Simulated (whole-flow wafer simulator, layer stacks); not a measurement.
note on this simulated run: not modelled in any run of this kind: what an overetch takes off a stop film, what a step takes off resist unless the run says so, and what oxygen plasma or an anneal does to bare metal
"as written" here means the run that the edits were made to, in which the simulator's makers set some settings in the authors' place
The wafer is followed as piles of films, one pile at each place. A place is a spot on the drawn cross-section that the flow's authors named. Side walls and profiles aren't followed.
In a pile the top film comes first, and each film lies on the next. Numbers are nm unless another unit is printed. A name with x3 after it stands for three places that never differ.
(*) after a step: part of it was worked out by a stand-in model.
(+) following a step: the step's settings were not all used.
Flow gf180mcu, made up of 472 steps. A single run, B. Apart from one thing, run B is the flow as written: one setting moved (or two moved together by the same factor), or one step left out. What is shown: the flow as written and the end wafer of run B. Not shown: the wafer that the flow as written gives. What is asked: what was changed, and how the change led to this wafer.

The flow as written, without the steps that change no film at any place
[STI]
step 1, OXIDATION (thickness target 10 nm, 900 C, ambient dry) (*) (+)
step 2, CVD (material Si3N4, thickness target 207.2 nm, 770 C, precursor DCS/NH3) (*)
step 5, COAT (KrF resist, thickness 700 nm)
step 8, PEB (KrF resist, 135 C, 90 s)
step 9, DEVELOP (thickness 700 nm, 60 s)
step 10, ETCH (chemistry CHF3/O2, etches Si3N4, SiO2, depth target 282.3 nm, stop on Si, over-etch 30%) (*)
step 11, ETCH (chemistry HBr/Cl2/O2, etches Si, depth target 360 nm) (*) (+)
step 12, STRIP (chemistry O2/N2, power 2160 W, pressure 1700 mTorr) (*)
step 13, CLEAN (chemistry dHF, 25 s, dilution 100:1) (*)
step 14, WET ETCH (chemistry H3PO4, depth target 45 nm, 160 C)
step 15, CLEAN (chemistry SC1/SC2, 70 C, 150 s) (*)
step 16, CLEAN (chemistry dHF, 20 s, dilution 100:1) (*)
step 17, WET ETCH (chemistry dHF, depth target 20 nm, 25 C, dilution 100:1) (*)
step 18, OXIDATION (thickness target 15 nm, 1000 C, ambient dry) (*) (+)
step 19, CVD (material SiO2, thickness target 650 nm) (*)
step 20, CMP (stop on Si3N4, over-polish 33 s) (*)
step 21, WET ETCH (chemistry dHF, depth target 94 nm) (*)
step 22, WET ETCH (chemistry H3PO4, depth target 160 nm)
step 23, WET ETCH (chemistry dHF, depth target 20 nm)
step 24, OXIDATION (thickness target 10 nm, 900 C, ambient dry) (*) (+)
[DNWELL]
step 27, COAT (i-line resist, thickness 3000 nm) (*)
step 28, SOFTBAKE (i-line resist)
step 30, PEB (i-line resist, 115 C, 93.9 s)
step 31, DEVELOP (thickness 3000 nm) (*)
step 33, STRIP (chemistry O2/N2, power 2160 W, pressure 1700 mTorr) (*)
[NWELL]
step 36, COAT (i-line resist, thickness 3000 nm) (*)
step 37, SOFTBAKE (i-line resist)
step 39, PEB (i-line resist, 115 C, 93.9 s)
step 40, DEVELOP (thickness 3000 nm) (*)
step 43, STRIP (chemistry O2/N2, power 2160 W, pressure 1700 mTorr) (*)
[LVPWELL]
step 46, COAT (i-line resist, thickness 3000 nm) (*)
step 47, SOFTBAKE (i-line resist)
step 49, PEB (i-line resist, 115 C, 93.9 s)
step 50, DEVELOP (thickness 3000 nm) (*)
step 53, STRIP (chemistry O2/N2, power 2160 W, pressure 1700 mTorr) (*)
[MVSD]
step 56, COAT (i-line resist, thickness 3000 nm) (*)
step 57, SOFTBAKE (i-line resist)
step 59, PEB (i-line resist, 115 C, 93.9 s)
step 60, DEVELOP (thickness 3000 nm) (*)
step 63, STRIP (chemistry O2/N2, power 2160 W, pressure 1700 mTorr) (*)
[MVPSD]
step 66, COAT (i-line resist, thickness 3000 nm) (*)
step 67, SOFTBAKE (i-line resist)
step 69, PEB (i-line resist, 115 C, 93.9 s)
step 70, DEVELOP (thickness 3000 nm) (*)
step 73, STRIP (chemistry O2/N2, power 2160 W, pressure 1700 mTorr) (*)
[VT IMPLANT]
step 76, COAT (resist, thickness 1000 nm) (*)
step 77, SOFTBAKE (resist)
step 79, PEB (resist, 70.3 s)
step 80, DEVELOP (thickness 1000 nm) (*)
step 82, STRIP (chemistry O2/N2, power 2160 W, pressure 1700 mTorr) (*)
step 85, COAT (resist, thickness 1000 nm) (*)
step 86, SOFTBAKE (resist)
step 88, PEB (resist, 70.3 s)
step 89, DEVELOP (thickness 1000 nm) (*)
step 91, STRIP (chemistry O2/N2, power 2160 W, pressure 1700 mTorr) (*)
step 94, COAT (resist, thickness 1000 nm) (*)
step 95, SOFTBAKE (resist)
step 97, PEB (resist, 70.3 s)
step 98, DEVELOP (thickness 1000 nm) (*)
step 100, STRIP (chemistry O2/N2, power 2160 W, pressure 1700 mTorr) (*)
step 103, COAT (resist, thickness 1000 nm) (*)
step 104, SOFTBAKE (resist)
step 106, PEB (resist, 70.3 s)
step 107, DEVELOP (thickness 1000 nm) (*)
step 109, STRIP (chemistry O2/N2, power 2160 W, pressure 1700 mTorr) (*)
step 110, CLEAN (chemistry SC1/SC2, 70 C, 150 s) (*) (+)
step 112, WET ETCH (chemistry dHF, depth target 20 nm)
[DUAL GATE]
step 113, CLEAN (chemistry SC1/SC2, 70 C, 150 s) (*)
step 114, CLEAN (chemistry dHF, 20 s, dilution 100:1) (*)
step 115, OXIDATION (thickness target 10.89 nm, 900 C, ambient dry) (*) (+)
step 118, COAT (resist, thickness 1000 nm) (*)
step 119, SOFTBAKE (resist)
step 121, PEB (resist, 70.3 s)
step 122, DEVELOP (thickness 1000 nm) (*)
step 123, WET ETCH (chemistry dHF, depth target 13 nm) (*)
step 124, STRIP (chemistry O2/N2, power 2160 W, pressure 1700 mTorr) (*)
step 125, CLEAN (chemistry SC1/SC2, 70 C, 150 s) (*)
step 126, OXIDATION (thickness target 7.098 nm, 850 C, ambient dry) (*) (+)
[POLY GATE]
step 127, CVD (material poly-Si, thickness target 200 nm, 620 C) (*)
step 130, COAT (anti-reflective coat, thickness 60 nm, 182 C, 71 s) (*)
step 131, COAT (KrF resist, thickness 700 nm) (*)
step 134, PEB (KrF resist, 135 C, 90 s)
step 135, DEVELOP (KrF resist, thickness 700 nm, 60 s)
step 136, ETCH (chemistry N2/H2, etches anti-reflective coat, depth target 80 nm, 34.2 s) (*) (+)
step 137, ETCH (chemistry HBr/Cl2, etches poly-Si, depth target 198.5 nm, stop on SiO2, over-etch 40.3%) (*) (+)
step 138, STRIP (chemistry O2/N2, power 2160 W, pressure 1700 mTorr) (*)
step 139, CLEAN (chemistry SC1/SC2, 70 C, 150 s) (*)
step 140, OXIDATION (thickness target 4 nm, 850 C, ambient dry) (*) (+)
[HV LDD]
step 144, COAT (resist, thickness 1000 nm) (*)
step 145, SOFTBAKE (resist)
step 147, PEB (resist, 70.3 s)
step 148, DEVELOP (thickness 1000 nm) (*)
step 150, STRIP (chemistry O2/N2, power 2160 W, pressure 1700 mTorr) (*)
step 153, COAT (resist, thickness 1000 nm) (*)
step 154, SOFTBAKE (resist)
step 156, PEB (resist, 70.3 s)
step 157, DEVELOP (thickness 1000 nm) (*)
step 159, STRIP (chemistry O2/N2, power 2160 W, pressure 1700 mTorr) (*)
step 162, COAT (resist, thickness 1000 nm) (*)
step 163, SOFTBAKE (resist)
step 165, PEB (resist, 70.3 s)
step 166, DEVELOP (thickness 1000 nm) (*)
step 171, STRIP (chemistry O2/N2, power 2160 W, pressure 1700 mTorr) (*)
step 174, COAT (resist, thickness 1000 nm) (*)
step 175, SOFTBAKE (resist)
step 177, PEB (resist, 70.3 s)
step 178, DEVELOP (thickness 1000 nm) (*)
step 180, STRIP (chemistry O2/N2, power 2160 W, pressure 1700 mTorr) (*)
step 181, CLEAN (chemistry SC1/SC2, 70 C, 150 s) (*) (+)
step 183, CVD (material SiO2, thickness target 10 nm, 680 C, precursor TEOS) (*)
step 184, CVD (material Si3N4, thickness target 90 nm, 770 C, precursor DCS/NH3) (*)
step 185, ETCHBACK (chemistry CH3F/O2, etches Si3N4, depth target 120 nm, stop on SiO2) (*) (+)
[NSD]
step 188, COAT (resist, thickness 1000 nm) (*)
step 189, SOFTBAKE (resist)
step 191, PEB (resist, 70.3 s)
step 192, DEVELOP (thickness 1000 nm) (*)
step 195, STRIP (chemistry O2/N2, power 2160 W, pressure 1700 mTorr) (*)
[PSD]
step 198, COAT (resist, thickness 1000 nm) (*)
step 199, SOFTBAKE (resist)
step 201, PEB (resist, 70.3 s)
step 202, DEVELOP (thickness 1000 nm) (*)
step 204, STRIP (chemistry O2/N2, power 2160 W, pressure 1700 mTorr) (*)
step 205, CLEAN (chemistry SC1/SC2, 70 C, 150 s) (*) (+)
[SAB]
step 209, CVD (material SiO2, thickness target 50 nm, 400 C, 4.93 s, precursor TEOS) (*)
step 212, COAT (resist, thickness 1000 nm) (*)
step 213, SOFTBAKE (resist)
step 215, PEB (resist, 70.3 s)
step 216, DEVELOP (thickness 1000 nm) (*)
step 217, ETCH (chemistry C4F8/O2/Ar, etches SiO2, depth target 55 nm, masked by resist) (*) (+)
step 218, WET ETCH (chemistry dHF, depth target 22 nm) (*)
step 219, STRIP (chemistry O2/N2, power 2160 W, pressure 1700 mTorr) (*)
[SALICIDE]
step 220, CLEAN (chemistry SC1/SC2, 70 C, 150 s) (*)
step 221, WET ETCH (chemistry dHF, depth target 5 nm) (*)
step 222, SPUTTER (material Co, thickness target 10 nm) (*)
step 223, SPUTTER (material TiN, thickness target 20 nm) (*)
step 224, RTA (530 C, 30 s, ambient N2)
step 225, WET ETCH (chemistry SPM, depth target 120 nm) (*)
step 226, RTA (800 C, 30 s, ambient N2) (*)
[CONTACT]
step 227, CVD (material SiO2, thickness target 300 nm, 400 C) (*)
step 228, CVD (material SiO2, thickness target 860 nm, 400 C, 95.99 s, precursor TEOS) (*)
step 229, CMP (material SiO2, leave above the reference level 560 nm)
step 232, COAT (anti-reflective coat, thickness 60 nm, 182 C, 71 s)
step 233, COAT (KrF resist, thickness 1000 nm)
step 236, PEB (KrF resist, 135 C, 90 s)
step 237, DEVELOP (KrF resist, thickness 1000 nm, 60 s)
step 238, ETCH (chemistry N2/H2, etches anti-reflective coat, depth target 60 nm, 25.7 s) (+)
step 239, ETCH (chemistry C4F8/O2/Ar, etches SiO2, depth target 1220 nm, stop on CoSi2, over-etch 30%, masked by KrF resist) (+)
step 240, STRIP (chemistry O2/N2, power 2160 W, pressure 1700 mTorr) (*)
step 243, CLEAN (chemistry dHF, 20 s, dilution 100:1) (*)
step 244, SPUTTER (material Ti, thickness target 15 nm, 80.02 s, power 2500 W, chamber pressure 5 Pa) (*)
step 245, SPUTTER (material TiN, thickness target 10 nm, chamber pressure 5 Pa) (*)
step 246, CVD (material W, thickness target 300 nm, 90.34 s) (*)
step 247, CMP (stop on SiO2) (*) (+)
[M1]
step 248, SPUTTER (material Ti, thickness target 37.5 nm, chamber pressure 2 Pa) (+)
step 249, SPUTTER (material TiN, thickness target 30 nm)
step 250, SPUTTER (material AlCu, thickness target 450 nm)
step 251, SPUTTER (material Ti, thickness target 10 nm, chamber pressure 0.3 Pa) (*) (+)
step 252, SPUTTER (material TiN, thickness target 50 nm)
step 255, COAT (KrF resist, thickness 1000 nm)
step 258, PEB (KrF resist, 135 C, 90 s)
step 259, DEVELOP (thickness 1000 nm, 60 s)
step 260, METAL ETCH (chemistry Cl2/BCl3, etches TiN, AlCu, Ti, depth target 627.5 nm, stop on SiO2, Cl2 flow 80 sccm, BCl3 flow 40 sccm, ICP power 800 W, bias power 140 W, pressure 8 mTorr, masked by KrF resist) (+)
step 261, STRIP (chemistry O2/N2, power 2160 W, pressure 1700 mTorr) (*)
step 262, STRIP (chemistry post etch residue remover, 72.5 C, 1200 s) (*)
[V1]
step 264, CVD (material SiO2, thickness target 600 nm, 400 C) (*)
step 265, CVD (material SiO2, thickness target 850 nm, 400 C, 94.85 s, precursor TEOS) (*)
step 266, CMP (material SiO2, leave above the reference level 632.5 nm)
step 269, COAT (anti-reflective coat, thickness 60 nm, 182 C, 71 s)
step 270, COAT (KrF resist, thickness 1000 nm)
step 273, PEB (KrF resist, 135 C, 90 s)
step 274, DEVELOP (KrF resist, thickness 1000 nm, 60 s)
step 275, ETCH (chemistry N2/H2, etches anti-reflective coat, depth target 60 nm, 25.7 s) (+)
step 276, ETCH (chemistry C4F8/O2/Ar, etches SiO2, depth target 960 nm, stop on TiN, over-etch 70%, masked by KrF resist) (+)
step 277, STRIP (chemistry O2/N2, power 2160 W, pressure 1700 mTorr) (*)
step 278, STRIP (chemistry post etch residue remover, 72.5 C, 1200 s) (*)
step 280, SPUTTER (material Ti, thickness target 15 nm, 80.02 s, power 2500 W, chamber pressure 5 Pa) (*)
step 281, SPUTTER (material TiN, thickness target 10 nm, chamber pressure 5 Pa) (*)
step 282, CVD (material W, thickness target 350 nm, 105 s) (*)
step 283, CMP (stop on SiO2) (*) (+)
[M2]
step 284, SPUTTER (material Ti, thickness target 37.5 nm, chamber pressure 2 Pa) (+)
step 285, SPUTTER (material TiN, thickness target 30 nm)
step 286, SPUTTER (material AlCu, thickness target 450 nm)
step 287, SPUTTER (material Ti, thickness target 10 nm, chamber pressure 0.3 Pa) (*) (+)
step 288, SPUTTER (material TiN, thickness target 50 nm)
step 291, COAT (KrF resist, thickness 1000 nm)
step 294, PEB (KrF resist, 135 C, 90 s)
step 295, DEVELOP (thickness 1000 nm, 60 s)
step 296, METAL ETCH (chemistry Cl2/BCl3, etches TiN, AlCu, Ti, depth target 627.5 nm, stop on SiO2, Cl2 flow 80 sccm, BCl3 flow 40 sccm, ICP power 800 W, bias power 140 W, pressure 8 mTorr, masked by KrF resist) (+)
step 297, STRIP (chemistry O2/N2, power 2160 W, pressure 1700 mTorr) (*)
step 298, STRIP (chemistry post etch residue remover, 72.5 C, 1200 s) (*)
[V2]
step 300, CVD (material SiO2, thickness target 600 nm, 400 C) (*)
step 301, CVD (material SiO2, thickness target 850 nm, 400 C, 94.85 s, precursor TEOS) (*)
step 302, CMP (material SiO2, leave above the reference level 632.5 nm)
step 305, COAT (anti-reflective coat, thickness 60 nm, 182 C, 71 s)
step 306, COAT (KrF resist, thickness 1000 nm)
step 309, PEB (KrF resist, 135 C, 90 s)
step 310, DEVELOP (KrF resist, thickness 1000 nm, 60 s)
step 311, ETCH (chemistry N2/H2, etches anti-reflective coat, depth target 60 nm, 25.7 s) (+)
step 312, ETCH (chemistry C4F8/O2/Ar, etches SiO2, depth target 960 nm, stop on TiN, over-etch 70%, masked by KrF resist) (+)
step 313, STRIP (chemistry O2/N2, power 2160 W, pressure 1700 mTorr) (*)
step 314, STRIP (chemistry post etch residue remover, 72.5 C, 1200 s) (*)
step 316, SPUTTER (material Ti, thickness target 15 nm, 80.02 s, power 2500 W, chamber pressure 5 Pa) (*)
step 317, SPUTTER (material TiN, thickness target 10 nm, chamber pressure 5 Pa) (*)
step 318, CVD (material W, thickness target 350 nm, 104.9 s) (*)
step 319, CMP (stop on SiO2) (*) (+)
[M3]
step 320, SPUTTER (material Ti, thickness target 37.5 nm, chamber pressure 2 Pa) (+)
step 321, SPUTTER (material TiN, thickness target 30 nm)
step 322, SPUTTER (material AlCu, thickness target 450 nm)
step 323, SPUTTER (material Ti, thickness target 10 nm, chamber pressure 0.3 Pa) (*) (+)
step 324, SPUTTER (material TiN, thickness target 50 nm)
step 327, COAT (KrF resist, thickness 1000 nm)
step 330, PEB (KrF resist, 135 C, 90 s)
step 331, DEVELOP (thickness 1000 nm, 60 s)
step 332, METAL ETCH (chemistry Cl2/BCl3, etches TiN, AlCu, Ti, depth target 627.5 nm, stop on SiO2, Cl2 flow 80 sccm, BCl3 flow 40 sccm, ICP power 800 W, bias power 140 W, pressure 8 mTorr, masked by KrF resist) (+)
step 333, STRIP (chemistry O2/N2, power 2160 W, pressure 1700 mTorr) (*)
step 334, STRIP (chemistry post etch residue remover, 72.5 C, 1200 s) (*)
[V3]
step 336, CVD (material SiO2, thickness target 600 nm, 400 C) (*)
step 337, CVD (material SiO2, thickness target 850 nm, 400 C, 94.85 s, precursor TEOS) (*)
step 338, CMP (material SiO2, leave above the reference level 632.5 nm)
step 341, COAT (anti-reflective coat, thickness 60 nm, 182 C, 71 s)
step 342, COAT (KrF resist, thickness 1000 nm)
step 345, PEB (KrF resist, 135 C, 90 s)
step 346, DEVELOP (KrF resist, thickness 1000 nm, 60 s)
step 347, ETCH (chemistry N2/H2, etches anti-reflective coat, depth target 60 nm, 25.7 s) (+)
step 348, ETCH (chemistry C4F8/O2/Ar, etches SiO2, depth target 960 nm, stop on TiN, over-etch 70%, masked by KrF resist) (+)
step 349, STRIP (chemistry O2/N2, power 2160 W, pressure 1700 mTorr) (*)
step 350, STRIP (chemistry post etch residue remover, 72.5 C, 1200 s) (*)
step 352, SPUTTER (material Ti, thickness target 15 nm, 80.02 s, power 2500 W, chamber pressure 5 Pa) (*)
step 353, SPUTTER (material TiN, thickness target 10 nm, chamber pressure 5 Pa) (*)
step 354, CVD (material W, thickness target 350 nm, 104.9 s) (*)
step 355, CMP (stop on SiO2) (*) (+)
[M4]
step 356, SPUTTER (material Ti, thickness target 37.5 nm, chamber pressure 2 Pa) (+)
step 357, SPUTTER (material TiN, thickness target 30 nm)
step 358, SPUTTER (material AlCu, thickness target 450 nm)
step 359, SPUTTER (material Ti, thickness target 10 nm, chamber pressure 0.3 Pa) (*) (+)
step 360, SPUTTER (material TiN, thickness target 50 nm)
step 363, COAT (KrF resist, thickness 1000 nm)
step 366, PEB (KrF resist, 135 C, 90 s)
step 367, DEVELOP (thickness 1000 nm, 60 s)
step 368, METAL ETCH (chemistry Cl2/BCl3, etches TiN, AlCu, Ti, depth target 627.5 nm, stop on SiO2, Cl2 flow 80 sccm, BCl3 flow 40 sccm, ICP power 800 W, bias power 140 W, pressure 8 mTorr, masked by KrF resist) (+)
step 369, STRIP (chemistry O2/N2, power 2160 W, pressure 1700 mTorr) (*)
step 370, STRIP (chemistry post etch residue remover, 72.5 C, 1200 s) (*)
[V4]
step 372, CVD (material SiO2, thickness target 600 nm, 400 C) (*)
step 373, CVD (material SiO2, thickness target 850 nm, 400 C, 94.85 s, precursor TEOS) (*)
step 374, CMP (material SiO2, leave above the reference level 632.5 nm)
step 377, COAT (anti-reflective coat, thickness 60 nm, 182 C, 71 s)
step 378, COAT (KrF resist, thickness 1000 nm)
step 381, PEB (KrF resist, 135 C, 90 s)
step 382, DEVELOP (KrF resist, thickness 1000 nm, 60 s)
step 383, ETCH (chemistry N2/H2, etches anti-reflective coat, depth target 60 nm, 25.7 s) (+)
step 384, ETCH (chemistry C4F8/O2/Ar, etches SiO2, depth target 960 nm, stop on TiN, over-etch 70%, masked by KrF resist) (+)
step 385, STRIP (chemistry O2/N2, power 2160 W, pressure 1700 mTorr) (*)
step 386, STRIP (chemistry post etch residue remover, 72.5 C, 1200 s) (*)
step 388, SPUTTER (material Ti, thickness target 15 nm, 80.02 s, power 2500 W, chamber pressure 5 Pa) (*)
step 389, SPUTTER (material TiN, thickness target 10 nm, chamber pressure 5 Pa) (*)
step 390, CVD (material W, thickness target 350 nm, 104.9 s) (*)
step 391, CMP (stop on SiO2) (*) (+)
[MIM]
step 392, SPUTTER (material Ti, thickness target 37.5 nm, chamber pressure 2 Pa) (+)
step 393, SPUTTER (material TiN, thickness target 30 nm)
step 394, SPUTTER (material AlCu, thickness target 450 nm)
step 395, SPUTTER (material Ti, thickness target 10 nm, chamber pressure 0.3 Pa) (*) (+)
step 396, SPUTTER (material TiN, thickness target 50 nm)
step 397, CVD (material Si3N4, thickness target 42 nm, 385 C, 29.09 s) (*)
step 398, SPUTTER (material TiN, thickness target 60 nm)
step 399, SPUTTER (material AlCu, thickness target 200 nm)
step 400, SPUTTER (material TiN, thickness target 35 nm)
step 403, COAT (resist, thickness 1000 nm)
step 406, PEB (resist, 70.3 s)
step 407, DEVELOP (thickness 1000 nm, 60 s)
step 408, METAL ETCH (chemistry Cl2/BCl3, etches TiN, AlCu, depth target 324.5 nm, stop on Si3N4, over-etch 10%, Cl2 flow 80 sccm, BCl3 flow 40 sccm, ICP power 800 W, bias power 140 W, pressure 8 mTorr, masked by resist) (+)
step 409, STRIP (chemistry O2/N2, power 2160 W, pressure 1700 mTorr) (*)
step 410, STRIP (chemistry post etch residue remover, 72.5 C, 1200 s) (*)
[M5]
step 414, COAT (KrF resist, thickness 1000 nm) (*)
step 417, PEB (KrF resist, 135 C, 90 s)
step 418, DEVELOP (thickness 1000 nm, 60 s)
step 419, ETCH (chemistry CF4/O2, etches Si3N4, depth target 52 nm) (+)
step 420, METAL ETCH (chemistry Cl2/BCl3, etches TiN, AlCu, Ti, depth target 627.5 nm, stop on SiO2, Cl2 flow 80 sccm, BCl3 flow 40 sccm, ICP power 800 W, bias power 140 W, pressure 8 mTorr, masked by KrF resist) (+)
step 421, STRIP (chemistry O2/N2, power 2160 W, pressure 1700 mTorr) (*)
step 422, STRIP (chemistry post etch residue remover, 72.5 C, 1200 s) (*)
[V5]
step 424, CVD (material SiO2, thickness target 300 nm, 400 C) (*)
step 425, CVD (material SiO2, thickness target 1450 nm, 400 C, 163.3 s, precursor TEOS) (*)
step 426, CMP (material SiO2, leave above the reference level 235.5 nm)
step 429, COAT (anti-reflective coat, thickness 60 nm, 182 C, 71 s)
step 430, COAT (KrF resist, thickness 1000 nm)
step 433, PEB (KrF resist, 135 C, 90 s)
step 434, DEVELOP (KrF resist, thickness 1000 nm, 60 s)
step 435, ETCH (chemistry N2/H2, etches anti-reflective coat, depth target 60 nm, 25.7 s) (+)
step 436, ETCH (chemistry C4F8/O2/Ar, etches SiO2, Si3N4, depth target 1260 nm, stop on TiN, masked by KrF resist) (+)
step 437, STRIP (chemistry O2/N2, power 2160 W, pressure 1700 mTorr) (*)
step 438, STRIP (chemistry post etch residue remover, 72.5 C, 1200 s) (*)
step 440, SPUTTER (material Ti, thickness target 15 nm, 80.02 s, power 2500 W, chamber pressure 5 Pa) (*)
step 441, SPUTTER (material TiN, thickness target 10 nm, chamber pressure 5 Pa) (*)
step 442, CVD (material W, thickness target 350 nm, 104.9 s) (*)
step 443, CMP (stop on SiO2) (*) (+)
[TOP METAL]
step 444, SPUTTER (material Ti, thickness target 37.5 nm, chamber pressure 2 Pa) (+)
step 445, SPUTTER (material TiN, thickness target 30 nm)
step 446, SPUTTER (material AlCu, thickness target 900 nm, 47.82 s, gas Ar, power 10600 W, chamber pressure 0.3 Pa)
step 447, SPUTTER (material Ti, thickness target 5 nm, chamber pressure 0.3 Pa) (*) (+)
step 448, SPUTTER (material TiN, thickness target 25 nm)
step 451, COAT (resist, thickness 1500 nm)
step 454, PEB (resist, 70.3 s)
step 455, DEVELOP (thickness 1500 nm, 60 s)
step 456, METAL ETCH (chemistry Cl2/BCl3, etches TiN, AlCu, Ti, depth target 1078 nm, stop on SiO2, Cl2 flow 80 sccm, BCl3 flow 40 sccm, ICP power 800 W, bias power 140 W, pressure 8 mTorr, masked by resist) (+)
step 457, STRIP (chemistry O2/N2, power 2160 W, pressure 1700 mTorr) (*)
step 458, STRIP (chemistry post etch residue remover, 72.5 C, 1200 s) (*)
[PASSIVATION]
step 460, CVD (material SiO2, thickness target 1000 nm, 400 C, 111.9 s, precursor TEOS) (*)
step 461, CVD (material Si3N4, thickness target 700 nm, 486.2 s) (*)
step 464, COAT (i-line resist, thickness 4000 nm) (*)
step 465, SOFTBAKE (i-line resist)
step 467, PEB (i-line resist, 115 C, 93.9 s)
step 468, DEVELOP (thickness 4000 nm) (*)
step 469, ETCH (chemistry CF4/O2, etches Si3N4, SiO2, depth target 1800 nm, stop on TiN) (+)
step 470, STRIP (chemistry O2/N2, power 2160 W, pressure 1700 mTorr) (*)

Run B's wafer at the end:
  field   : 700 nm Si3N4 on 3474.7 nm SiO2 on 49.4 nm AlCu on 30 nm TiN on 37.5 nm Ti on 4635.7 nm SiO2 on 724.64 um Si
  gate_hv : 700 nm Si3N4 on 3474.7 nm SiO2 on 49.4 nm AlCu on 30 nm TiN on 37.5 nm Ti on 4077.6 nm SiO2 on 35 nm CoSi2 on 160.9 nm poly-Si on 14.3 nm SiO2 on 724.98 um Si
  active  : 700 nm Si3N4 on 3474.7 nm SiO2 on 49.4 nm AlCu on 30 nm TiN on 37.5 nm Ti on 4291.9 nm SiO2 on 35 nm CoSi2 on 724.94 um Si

What caused this: step 368, METAL ETCH: depth target 454.9 nm was run, while the flow as written has depth target 627.5 nm.

Step by step, how the change led to this:
  step 368, METAL ETCH (chemistry Cl2/BCl3, etches TiN, AlCu, Ti, depth target 627.5 nm, stop on SiO2, Cl2 flow 80 sccm, BCl3 flow 40 sccm, ICP power 800 W, bias power 140 W, pressure 8 mTorr, masked by KrF resist) (+)
      field, field__w1, field__w2 and 103 more: -50 TiN (all of it), -10 Ti (all of it), -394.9 AlCu (in the flow as written it would be: -50 TiN (all of it), -10 Ti (all of it), -450 AlCu (all of it), -30 TiN (all of it), -37.5 Ti (all of it))
      field__w8, contact, m1, m1__w1, m1_nw: -182 KrF resist (in the flow as written it would be: -251 KrF resist)
  step 369, STRIP (chemistry O2/N2, power 2160 W, pressure 1700 mTorr) (*)
      field__w8, contact, m1, m1__w1, m1_nw: -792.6 KrF resist (all of it) (in the flow as written it would be: -723.5 KrF resist (all of it))
  step 370, STRIP (chemistry post etch residue remover, 72.5 C, 1200 s) (*)
      field, field__w1, field__w2 and 103 more: -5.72 AlCu (in the flow as written it would be: nothing)
  step 372, CVD (material SiO2, thickness target 600 nm, 400 C) (*)
      field, field__w1, field__w2 and 103 more: +600 SiO2 (new film) (in the flow as written it would be: +600 SiO2)
  step 374, CMP (material SiO2, leave above the reference level 632.5 nm)
      field, field__w1, field__w2 and 103 more: -416.9 SiO2 (in the flow as written it would be: -300 SiO2)
Taking metal films that touch as one body, field has 1 body; the flow as written gives 0 bodies.
Taking metal films that touch as one body, gate_hv has 2 bodies (between them, from the top down: SiO2 4077.6); the flow as written gives 1 body.
Taking metal films that touch as one body, active has 2 bodies (between them, from the top down: SiO2 4291.9); the flow as written gives 1 body.
